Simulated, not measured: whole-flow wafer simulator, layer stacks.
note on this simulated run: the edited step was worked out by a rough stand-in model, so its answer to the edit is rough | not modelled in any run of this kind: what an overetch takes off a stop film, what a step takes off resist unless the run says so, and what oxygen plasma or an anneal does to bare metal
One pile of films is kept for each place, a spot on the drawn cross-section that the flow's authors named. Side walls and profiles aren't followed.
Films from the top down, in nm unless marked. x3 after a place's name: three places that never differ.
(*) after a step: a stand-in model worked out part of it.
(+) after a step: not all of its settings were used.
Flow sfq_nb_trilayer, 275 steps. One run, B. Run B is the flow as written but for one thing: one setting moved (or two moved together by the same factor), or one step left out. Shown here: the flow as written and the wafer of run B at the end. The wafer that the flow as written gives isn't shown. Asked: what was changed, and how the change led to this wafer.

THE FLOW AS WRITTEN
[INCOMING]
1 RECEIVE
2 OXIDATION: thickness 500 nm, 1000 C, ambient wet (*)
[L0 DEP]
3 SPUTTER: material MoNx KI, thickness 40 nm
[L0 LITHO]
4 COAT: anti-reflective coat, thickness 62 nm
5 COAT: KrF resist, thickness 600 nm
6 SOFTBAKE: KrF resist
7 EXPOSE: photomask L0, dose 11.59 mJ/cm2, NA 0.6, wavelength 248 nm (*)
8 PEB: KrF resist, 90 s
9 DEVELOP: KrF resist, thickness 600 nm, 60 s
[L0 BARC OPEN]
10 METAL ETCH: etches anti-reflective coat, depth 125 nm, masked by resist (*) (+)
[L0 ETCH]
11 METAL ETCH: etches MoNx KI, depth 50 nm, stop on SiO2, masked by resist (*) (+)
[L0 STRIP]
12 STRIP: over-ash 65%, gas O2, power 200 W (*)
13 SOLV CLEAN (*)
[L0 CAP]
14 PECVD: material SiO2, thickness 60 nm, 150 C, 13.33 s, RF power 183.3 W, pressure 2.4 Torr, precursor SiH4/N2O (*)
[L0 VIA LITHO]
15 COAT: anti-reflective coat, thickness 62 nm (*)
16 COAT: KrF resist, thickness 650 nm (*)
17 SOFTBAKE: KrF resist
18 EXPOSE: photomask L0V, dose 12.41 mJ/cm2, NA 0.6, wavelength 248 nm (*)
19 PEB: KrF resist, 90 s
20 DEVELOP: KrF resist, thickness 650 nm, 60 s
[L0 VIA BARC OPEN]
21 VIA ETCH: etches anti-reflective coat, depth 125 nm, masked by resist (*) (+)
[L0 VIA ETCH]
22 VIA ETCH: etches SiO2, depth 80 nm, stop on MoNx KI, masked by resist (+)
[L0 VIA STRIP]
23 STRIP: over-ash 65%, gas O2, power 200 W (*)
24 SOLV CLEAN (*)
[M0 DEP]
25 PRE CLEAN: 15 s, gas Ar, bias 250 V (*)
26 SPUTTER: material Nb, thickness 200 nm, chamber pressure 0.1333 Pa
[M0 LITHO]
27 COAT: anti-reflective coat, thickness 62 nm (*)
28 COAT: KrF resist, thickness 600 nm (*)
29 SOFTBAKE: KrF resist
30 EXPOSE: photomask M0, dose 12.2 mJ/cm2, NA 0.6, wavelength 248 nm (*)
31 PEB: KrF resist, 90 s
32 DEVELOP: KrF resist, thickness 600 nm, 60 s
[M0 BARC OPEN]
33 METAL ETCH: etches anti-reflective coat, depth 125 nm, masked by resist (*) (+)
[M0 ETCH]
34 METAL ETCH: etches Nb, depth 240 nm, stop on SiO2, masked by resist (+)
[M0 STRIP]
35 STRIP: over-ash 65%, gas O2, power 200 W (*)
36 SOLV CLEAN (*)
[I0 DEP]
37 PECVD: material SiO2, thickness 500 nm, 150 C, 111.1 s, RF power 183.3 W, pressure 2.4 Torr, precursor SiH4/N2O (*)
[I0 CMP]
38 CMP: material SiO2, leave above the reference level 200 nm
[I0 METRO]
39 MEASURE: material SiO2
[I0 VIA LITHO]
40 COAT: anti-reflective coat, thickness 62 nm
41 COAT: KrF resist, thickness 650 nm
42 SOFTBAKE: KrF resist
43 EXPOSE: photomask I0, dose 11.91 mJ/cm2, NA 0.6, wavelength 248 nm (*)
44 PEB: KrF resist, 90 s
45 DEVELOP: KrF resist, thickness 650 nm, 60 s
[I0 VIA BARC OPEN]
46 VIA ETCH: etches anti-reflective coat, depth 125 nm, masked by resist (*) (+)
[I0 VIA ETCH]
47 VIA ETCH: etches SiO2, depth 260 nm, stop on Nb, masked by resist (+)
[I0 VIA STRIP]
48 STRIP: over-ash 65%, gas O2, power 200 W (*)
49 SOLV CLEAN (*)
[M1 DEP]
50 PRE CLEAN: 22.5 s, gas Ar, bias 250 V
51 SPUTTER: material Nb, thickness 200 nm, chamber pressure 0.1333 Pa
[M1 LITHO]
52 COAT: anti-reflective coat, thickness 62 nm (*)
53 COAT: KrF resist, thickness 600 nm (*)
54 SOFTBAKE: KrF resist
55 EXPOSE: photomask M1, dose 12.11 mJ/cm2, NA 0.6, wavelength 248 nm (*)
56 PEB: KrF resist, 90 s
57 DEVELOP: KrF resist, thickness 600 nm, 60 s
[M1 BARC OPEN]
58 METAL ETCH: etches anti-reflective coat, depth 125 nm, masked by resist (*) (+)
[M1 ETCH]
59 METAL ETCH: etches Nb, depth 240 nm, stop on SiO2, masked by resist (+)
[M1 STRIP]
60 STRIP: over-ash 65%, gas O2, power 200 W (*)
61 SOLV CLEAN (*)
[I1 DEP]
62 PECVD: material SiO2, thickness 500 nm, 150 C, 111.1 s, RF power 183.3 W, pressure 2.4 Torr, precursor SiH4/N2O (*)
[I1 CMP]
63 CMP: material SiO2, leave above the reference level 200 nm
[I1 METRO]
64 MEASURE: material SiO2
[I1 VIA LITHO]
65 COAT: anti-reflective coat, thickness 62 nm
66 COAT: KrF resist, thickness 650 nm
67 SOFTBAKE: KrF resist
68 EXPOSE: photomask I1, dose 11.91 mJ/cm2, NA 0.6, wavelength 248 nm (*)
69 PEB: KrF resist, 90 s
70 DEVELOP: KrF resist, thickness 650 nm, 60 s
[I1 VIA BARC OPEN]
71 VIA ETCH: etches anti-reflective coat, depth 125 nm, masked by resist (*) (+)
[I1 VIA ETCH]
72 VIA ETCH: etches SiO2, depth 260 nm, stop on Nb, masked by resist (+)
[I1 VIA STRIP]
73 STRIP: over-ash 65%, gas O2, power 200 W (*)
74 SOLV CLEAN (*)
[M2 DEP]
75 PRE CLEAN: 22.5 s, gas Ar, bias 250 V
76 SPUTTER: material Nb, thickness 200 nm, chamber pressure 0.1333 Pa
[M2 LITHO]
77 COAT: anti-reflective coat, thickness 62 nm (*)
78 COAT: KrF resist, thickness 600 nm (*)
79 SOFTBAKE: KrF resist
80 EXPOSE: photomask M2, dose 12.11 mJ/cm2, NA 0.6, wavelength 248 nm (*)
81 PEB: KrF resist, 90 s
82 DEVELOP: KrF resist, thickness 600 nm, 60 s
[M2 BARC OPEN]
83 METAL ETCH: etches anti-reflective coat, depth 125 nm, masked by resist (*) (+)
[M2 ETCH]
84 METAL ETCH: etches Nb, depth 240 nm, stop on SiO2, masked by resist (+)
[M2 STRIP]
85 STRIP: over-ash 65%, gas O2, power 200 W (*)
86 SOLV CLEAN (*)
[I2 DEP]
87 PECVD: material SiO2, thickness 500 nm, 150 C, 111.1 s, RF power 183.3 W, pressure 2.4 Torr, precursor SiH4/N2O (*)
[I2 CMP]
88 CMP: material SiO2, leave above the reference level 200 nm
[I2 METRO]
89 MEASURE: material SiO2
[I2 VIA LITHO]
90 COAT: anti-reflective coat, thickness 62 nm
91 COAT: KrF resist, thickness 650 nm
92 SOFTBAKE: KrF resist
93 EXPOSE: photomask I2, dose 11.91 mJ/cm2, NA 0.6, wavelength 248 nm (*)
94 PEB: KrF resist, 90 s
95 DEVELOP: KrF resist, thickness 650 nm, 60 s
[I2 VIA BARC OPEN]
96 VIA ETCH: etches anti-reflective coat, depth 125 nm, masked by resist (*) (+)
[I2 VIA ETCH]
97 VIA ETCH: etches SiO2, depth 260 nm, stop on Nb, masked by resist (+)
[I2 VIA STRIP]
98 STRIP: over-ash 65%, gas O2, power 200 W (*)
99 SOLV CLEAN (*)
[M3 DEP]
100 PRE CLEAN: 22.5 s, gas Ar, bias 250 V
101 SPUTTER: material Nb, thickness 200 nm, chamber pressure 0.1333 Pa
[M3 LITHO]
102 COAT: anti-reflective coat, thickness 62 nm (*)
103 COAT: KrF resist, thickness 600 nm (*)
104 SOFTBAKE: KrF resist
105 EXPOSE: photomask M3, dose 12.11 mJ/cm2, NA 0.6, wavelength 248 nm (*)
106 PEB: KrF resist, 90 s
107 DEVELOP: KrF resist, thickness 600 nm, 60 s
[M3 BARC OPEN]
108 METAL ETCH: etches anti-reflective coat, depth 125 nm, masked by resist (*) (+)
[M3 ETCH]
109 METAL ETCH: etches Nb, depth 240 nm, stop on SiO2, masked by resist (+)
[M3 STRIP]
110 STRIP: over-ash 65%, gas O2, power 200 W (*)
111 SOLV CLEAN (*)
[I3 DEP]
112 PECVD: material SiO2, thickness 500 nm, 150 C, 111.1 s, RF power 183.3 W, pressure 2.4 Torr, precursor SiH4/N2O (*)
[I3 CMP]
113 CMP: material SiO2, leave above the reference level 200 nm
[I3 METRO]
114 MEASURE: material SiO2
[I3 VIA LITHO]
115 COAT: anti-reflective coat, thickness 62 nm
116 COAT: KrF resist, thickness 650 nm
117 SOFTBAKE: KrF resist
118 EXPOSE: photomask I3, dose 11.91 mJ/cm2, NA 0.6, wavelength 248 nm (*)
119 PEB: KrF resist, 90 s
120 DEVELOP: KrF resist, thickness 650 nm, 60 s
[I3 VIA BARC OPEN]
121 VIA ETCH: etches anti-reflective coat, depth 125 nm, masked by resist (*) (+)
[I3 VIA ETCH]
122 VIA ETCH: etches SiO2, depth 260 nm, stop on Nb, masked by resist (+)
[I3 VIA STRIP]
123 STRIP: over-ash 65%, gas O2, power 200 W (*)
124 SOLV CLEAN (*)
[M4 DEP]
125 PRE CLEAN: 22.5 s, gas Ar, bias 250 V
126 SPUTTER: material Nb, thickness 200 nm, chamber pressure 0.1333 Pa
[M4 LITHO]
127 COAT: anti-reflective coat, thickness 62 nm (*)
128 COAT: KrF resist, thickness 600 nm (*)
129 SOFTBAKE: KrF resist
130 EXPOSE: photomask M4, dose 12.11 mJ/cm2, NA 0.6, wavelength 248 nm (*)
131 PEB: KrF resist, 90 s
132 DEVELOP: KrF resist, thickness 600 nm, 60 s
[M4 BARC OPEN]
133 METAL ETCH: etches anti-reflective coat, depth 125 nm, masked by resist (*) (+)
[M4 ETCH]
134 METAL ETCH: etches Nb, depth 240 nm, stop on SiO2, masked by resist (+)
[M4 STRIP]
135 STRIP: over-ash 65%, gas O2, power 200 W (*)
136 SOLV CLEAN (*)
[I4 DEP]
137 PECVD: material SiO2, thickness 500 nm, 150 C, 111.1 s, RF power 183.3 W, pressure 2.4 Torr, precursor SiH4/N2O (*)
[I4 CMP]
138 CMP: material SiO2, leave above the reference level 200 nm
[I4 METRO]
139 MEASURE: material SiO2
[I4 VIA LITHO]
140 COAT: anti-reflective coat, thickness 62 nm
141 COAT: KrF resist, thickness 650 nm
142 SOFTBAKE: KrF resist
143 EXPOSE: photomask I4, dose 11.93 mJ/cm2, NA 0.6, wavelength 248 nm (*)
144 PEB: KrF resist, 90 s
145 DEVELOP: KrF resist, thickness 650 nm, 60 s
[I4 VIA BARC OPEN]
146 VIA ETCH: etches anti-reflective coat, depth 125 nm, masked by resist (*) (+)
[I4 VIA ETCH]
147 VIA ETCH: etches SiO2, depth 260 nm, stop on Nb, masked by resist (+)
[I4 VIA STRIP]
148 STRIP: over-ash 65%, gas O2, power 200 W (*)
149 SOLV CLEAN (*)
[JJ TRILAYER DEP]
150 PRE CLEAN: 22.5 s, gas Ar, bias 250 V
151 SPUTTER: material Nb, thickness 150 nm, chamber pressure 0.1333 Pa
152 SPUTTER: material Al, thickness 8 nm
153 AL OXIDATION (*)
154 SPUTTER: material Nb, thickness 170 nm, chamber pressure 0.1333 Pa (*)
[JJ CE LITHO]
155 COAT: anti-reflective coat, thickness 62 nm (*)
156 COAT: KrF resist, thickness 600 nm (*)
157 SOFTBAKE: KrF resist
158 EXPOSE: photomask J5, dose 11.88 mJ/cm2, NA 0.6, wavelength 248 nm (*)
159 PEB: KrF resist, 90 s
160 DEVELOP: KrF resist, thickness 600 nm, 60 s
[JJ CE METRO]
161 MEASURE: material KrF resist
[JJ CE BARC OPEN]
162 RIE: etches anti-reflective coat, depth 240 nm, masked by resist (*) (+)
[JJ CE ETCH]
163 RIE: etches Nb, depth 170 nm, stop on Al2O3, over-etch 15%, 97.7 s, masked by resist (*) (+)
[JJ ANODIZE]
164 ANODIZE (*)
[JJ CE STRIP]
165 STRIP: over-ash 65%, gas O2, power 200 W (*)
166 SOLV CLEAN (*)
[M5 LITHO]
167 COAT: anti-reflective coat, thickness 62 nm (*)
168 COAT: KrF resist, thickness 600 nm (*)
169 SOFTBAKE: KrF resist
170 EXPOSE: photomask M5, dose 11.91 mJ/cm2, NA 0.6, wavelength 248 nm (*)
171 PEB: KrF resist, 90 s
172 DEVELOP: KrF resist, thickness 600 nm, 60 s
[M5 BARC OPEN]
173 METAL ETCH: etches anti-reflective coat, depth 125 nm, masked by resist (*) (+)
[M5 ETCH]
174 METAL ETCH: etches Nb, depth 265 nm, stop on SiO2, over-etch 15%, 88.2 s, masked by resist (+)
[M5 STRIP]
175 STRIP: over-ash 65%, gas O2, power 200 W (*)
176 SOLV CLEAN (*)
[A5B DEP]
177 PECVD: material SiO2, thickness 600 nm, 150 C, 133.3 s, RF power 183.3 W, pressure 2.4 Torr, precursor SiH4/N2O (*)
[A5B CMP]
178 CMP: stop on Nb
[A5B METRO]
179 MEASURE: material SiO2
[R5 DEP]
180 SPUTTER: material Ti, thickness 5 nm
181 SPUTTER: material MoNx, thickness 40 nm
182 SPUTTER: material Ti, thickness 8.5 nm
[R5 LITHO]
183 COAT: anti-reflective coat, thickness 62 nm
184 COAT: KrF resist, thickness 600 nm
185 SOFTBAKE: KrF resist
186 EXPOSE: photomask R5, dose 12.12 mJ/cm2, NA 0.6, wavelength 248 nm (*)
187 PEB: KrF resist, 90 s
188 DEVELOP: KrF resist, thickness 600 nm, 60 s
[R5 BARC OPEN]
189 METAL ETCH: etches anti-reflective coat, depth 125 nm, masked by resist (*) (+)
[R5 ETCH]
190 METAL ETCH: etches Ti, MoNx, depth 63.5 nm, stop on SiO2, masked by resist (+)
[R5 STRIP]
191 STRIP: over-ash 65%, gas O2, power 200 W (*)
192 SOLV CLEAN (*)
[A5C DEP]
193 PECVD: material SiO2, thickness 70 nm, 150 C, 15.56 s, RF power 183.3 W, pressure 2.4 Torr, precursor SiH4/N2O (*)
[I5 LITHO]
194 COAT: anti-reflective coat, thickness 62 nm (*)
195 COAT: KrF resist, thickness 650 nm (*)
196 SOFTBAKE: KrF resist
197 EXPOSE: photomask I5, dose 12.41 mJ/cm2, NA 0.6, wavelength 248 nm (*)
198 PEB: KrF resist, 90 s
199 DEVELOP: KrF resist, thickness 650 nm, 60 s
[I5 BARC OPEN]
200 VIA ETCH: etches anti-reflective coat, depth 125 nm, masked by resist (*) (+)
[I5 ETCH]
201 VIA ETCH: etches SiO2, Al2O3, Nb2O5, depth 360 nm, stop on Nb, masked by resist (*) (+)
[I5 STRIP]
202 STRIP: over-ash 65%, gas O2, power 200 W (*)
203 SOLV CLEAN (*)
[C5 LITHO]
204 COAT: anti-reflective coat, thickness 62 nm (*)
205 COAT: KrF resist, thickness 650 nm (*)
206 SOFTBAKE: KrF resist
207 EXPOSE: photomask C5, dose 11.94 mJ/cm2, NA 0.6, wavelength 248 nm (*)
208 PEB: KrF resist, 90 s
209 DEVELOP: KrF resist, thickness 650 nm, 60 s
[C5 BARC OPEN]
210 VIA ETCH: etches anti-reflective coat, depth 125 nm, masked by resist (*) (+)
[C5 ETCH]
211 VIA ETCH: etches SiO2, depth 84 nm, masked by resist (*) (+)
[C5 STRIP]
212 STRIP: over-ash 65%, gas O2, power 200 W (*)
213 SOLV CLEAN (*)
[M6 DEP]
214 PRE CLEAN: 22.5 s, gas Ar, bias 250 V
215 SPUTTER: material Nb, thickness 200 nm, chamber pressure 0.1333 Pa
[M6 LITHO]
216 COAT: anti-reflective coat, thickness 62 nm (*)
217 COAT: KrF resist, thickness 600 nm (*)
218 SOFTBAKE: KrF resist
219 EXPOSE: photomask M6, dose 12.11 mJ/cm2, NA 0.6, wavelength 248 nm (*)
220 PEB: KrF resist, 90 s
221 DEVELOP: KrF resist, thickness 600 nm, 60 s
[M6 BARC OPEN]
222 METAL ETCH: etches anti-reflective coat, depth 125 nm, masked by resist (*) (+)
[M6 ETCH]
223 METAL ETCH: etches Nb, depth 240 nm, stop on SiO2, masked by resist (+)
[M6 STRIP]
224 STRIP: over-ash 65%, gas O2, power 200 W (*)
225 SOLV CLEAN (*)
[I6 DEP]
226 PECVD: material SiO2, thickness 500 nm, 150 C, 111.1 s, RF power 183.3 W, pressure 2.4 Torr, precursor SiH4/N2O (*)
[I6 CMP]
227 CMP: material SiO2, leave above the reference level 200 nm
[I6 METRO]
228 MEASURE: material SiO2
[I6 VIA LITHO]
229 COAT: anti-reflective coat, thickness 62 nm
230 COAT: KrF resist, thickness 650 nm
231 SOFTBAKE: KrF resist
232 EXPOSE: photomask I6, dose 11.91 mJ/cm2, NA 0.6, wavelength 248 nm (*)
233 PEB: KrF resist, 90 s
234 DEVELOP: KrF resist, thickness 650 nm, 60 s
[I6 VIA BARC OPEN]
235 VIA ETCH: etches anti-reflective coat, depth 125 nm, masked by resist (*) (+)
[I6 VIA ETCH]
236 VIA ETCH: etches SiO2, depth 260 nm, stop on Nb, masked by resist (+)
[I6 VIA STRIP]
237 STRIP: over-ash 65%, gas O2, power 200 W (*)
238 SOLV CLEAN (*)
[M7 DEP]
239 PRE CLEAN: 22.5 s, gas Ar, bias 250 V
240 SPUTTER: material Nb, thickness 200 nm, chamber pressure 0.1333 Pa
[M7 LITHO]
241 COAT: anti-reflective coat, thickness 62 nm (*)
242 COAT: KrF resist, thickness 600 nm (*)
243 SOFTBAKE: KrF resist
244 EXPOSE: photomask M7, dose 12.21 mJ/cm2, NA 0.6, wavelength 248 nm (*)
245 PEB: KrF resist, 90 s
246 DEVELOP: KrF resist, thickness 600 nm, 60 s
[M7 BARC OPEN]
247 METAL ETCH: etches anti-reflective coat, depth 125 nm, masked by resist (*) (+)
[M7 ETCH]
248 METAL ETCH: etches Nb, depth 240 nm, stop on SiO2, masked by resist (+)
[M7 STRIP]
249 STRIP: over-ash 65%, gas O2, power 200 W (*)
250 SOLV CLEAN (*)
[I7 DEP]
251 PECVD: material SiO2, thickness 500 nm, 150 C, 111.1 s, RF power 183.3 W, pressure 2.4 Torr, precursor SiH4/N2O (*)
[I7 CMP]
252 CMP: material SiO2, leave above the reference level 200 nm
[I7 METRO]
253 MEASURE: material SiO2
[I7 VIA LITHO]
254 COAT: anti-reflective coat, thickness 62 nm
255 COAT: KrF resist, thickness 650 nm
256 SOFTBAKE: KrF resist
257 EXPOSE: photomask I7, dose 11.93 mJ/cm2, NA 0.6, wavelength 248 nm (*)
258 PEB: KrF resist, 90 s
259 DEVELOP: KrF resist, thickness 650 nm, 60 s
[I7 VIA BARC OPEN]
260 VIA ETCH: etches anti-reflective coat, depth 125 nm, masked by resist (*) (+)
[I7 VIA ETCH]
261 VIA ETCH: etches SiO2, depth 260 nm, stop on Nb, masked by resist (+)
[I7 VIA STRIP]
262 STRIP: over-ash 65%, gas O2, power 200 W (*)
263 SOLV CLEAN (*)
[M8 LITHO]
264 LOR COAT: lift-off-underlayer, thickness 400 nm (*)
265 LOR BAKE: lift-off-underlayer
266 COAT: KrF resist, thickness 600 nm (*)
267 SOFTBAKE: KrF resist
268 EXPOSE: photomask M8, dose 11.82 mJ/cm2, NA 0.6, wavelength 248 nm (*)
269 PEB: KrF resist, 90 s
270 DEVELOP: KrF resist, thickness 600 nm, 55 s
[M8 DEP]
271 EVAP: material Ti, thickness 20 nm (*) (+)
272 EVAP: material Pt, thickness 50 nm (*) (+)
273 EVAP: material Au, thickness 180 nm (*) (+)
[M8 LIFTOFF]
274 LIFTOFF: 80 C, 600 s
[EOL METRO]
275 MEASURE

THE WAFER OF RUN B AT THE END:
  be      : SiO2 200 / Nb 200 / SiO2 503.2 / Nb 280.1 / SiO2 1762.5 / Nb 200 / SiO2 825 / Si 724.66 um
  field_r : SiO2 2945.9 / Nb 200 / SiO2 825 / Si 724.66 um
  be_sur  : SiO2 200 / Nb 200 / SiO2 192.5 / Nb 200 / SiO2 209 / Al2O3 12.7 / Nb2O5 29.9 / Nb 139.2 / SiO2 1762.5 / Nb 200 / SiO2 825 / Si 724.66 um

The cause: step 2, OXIDATION: thickness 770 nm was run, where the flow has thickness 500 nm.

How the change led to this, step by step:
  2 OXIDATION: thickness 500 nm, 1000 C, ambient wet (*)
      field_l, v_sur, via_wl and 103 more: SiO2 +770 (new film), chemical SiO2 -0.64 (all of it), Si -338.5 (as written it would be: SiO2 +500 (new film), chemical SiO2 -0.64 (all of it), Si -219.7)
